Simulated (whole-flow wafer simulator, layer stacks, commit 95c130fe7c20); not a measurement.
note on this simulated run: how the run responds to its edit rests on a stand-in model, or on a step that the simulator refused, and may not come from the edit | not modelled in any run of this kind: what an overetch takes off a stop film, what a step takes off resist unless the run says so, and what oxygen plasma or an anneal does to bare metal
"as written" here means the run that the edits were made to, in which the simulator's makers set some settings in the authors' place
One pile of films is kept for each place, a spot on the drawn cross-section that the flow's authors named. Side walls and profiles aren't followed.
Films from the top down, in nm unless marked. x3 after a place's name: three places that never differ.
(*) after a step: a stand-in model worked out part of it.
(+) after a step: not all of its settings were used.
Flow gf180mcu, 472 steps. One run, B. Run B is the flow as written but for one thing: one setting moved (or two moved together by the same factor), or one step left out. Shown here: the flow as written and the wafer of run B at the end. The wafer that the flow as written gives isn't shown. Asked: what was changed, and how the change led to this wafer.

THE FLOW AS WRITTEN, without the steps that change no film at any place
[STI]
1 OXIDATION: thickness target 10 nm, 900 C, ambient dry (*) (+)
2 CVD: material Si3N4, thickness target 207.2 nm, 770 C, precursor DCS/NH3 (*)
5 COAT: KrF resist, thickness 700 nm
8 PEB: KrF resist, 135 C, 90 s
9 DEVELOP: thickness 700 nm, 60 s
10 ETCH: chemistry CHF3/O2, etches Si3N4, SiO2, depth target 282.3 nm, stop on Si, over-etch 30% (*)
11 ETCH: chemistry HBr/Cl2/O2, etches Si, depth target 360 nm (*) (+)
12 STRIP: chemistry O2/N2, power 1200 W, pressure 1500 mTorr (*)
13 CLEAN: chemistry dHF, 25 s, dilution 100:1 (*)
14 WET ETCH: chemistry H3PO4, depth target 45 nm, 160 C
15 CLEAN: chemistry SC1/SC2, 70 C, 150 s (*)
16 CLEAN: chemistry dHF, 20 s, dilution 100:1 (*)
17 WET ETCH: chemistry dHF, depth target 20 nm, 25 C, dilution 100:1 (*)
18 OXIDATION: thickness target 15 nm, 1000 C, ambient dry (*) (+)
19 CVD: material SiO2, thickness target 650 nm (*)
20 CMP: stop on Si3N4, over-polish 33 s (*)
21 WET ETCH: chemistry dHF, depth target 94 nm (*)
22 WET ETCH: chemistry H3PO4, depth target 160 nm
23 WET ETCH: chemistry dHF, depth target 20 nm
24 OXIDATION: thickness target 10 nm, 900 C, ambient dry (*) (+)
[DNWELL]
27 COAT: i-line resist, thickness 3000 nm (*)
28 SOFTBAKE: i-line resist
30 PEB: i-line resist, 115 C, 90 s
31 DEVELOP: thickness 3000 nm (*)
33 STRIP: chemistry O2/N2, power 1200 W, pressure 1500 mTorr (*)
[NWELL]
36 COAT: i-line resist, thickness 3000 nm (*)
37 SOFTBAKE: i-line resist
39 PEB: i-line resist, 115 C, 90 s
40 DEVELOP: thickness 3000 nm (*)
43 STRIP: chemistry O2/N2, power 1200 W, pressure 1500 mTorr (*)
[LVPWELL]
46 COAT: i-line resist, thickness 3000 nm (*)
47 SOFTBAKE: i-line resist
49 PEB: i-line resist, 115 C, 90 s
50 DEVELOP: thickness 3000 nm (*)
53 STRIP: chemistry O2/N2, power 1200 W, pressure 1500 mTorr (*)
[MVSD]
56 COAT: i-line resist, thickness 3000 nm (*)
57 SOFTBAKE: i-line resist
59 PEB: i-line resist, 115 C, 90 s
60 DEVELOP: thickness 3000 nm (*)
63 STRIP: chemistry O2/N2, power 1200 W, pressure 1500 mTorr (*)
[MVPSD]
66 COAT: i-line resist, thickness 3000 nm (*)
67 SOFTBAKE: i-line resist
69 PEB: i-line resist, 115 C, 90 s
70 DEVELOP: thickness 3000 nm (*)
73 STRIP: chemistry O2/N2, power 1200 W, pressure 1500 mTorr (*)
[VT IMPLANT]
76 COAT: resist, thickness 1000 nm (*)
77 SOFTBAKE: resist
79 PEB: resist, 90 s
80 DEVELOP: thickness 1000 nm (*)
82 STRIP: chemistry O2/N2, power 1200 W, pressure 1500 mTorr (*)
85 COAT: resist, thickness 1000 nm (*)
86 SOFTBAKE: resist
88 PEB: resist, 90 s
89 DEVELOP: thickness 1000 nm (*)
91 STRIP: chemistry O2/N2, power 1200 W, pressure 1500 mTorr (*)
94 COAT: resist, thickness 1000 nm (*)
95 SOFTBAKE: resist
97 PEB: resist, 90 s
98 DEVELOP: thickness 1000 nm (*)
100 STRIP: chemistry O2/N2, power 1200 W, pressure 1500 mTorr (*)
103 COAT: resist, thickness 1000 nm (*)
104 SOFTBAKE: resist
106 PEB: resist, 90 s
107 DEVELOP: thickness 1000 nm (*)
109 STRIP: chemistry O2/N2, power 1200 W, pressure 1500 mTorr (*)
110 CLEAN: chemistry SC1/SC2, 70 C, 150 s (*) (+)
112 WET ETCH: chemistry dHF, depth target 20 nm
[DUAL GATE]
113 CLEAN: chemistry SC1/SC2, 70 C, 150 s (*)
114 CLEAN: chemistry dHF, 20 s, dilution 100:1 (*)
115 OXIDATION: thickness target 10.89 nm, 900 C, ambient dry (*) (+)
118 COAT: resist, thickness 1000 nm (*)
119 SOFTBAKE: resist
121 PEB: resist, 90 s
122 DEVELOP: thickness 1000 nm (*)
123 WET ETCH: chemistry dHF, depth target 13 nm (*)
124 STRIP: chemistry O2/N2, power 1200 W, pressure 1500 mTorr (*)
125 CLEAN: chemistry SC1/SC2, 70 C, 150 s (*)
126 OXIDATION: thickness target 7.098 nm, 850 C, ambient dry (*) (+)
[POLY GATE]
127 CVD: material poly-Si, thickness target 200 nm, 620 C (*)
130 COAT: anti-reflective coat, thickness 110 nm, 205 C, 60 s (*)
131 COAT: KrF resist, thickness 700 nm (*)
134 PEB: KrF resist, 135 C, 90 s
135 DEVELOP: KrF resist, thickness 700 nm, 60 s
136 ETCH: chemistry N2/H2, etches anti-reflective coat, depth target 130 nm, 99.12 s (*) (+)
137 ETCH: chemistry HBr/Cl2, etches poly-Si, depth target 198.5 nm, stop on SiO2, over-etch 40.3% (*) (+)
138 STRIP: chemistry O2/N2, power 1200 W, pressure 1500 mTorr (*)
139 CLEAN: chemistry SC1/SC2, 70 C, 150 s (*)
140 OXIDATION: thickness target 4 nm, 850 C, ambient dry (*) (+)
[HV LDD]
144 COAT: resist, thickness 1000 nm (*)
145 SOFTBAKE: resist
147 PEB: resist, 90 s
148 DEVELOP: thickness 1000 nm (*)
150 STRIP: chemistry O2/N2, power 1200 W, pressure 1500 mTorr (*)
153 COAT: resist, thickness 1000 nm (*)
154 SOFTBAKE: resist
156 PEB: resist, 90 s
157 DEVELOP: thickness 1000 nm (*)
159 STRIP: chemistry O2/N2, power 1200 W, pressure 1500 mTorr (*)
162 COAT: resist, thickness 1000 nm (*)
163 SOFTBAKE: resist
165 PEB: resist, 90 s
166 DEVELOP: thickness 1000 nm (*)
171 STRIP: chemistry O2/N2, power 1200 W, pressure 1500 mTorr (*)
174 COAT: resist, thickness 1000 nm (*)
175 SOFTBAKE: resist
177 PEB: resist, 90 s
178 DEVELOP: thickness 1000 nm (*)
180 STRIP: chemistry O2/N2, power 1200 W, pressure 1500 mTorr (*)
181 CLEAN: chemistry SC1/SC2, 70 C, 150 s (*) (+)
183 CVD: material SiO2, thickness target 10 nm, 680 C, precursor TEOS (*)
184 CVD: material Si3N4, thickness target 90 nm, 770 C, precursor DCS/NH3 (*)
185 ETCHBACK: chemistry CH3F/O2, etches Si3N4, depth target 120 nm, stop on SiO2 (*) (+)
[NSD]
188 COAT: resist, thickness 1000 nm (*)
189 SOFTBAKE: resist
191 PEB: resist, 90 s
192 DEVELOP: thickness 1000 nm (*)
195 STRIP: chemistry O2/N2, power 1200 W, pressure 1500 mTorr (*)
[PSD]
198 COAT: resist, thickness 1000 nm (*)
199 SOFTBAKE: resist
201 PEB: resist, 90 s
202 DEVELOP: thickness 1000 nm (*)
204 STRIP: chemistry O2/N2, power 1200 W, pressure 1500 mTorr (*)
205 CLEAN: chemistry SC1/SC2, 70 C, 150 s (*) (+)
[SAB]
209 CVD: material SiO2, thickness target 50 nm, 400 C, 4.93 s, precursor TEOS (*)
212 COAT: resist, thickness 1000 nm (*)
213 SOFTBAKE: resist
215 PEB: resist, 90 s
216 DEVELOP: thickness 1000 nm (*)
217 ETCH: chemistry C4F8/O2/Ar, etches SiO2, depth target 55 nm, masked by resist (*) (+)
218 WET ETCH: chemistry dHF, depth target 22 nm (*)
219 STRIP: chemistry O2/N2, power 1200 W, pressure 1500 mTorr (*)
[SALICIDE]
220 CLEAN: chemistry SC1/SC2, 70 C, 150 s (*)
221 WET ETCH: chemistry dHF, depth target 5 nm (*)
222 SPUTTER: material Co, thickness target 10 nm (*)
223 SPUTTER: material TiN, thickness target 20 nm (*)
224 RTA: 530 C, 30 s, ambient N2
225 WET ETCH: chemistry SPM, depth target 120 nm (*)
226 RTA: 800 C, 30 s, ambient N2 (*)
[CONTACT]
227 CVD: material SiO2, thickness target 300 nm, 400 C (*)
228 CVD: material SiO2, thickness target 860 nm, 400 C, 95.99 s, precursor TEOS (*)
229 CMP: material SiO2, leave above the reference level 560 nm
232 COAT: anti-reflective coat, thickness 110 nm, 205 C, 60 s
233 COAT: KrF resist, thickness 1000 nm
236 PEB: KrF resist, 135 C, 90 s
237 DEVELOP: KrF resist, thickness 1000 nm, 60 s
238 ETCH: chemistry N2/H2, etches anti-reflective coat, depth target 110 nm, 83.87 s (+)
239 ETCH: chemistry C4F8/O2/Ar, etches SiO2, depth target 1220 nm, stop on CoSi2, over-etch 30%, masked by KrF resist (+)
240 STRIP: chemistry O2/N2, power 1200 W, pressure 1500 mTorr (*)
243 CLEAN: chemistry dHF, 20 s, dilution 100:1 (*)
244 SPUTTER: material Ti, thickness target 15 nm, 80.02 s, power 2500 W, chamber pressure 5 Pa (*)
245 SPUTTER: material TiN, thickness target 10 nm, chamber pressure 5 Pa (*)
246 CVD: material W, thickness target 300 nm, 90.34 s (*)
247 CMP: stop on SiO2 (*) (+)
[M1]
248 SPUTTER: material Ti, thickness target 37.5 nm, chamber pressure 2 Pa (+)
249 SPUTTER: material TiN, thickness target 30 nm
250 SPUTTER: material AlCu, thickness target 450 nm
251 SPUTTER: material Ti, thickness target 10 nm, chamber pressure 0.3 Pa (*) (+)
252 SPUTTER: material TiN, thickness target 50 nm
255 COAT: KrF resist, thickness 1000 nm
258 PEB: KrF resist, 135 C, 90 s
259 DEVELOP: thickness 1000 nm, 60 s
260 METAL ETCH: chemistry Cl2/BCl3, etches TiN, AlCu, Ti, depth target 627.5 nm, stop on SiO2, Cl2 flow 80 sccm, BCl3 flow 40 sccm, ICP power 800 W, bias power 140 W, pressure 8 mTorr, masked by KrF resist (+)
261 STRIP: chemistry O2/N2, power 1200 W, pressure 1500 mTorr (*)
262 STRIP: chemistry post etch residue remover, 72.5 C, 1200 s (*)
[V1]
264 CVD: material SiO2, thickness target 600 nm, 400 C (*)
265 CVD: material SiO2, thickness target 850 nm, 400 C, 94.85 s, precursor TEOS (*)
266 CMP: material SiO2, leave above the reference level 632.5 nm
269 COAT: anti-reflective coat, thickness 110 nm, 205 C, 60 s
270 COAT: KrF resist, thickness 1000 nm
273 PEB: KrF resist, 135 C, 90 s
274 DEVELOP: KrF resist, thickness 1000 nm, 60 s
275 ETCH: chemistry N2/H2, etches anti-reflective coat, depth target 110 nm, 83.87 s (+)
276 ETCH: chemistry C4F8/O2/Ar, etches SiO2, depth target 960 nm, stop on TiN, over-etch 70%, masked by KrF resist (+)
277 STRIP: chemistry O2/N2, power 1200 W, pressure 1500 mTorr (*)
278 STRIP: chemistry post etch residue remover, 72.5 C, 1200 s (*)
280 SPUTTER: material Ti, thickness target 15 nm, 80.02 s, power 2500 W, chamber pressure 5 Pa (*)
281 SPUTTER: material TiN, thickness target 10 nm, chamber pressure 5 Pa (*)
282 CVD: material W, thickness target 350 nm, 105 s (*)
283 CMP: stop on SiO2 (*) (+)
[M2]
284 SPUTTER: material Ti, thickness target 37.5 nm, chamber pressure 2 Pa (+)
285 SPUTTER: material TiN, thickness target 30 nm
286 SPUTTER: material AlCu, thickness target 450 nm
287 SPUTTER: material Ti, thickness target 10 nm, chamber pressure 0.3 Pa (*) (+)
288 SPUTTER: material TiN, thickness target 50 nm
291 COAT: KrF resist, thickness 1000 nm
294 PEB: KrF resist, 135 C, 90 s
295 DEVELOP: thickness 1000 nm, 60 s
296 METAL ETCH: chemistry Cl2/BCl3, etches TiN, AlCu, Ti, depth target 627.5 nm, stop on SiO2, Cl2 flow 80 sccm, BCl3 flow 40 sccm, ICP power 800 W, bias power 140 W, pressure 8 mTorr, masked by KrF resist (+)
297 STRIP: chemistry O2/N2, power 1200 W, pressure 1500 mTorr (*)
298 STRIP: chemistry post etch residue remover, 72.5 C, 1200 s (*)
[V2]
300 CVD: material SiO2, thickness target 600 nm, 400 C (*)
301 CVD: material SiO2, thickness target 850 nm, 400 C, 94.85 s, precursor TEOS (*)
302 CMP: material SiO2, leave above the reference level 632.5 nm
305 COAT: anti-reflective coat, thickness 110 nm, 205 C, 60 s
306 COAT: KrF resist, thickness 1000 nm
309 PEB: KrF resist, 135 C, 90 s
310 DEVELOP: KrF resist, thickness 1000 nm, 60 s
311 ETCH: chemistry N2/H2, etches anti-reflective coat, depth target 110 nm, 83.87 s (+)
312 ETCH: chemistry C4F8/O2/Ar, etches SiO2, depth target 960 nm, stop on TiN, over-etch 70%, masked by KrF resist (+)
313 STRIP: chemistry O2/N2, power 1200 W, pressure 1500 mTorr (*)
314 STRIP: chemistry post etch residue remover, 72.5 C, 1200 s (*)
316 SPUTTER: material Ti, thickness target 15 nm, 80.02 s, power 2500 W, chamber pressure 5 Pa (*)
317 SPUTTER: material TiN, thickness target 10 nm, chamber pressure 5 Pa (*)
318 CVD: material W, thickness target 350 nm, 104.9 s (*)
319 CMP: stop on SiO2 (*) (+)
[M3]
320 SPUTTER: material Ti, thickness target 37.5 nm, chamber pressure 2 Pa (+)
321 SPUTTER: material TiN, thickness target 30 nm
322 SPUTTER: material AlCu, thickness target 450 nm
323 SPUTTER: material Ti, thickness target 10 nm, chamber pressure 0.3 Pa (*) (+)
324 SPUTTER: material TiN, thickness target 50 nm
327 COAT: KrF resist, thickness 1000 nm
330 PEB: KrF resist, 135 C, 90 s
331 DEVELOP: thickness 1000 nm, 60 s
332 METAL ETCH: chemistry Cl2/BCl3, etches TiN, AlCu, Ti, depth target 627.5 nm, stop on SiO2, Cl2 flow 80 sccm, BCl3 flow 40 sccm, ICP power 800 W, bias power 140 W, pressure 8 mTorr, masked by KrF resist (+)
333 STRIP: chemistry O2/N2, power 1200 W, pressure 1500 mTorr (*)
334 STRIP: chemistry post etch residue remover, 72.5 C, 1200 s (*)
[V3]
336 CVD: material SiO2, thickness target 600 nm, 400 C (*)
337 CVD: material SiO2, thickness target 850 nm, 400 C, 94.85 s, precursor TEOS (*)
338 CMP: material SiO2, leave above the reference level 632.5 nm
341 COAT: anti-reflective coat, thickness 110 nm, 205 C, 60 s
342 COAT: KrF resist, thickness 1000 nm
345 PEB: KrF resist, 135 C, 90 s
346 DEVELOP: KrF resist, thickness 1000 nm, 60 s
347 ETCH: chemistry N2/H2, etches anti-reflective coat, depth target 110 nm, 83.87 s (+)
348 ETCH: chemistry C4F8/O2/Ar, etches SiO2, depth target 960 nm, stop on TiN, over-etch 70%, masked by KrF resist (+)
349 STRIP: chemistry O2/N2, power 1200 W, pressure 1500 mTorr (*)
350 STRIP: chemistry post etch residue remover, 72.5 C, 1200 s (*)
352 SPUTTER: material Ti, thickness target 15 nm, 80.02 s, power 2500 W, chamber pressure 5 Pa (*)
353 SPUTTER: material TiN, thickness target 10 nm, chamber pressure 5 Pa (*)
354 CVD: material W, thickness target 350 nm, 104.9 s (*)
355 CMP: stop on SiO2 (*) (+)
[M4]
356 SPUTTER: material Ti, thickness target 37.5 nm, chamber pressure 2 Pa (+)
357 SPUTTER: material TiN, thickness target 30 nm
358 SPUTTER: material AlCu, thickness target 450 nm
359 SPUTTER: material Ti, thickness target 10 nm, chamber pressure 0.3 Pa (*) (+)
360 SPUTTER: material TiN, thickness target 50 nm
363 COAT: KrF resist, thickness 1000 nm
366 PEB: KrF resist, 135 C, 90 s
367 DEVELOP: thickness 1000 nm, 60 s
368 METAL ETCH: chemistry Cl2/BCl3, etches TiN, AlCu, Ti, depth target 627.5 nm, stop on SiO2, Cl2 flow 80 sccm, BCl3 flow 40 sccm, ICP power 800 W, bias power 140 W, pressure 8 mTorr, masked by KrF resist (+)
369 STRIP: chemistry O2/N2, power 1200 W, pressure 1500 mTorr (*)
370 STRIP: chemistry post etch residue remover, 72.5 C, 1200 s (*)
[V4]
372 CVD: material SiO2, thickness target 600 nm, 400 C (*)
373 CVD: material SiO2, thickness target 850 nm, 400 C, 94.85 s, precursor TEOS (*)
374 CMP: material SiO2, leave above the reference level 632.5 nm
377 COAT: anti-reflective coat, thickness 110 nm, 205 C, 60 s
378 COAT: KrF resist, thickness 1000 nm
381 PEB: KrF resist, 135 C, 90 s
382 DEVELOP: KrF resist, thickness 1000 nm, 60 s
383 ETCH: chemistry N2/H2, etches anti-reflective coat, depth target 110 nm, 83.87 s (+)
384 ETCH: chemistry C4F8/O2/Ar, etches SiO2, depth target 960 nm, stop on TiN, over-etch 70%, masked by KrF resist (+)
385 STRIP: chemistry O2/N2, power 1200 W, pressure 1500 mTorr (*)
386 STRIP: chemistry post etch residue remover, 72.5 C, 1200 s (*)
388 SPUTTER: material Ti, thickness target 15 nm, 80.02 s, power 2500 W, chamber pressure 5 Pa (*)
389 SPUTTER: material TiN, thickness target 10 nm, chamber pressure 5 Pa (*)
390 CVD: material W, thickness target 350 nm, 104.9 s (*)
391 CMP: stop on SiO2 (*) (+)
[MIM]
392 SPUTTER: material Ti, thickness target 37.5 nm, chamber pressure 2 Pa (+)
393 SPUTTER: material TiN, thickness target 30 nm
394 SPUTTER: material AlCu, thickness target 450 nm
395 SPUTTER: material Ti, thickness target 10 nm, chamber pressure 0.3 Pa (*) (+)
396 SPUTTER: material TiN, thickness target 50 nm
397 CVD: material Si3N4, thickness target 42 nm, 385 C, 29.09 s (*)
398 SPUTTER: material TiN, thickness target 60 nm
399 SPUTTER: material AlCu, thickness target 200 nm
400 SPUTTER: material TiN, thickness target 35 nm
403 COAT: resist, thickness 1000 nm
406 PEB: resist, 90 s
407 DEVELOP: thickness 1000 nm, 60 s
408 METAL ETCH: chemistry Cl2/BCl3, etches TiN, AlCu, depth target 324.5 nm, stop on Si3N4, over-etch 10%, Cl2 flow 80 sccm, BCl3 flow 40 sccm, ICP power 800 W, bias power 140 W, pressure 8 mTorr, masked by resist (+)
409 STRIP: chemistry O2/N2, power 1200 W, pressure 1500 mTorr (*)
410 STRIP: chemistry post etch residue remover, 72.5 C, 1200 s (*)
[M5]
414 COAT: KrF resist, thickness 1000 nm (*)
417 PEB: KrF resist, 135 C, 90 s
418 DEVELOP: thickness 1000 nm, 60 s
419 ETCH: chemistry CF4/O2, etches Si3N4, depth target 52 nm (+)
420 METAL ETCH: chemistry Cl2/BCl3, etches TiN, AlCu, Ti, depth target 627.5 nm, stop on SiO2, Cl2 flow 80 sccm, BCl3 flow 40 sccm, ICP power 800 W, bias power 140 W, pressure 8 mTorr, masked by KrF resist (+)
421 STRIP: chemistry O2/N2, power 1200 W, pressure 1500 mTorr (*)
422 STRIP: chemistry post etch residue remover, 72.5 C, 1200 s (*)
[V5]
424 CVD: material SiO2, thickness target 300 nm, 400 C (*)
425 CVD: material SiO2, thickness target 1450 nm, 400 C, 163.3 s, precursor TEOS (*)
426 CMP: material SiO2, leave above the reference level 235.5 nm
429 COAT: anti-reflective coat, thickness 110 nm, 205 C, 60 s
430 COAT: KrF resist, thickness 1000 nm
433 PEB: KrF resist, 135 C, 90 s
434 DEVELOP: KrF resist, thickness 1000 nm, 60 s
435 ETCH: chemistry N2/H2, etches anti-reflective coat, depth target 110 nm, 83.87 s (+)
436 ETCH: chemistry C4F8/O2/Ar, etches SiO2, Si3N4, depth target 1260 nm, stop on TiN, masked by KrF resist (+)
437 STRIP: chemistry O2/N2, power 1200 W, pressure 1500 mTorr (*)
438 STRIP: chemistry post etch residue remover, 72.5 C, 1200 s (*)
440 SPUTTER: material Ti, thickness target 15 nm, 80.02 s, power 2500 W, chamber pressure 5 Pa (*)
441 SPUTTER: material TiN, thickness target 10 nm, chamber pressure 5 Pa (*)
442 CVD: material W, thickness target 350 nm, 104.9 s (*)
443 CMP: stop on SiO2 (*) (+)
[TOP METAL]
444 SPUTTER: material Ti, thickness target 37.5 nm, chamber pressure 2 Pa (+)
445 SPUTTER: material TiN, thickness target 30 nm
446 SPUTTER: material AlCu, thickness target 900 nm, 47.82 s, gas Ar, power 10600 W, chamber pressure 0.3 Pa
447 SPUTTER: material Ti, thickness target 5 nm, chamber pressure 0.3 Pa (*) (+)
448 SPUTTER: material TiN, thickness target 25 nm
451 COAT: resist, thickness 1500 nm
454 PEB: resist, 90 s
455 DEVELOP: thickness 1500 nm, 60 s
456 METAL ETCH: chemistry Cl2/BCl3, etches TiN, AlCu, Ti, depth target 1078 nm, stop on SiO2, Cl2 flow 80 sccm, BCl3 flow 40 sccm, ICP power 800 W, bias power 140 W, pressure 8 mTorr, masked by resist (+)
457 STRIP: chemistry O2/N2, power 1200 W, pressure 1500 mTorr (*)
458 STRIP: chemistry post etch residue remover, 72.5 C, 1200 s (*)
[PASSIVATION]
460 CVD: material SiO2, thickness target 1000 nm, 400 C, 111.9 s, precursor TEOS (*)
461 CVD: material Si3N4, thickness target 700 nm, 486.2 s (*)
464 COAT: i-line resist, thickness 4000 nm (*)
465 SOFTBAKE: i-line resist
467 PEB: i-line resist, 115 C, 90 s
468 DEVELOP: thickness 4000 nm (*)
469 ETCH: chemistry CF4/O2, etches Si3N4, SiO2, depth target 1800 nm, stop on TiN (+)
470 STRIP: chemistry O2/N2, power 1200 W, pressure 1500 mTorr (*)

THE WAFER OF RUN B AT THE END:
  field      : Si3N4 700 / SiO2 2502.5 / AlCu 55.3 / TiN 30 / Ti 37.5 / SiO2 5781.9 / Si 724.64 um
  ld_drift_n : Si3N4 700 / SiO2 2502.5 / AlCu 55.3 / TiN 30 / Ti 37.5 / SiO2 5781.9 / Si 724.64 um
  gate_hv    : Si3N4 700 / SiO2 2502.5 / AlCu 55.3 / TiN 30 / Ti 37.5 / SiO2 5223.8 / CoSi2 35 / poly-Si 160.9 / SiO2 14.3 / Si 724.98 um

The cause: step 394, SPUTTER: thickness target 630 nm was run, where the flow has thickness target 450 nm.

How the change led to this, step by step:
  394 SPUTTER: material AlCu, thickness target 450 nm
      field, field__w1, field__w2 and 108 more: AlCu +630 (new film) (as written it would be: AlCu +450 (new film))
  420 METAL ETCH: chemistry Cl2/BCl3, etches TiN, AlCu, Ti, depth target 627.5 nm, stop on SiO2, Cl2 flow 80 sccm, BCl3 flow 40 sccm, ICP power 800 W, bias power 140 W, pressure 8 mTorr, masked by KrF resist (+)
      field, field__w1, field__w2 and 101 more: TiN -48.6 (all of it), Ti -10 (all of it), AlCu -568.9 (as written it would be: TiN -48.6 (all of it), Ti -10 (all of it), AlCu -450 (all of it), TiN -30 (all of it), Ti -37.5 (all of it))
  422 STRIP: chemistry post etch residue remover, 72.5 C, 1200 s (*)
      field, field__w1, field__w2 and 101 more: AlCu -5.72 (as written it would be: nothing)
  424 CVD: material SiO2, thickness target 300 nm, 400 C (*)
      field, field__w1, field__w2 and 101 more: SiO2 +300 (new film) (as written it would be: SiO2 +300)
  426 CMP: material SiO2, leave above the reference level 235.5 nm
      field, field__w1, field__w5 and 92 more: SiO2 -243.7 (as written it would be: SiO2 -300.8)
      field__w2, field__w3, field__w12 and 6 more: SiO2 -212.9 (as written it would be: SiO2 -272.7)
Counting metal films that touch as one body, field has 1 body; the flow as written gives 0 bodies.
Counting metal films that touch as one body, ld_drift_n has 1 body; the flow as written gives 0 bodies.
Counting metal films that touch as one body, gate_hv has 2 bodies (between them, from the top down: SiO2 5223.8); the flow as written gives 1 body.
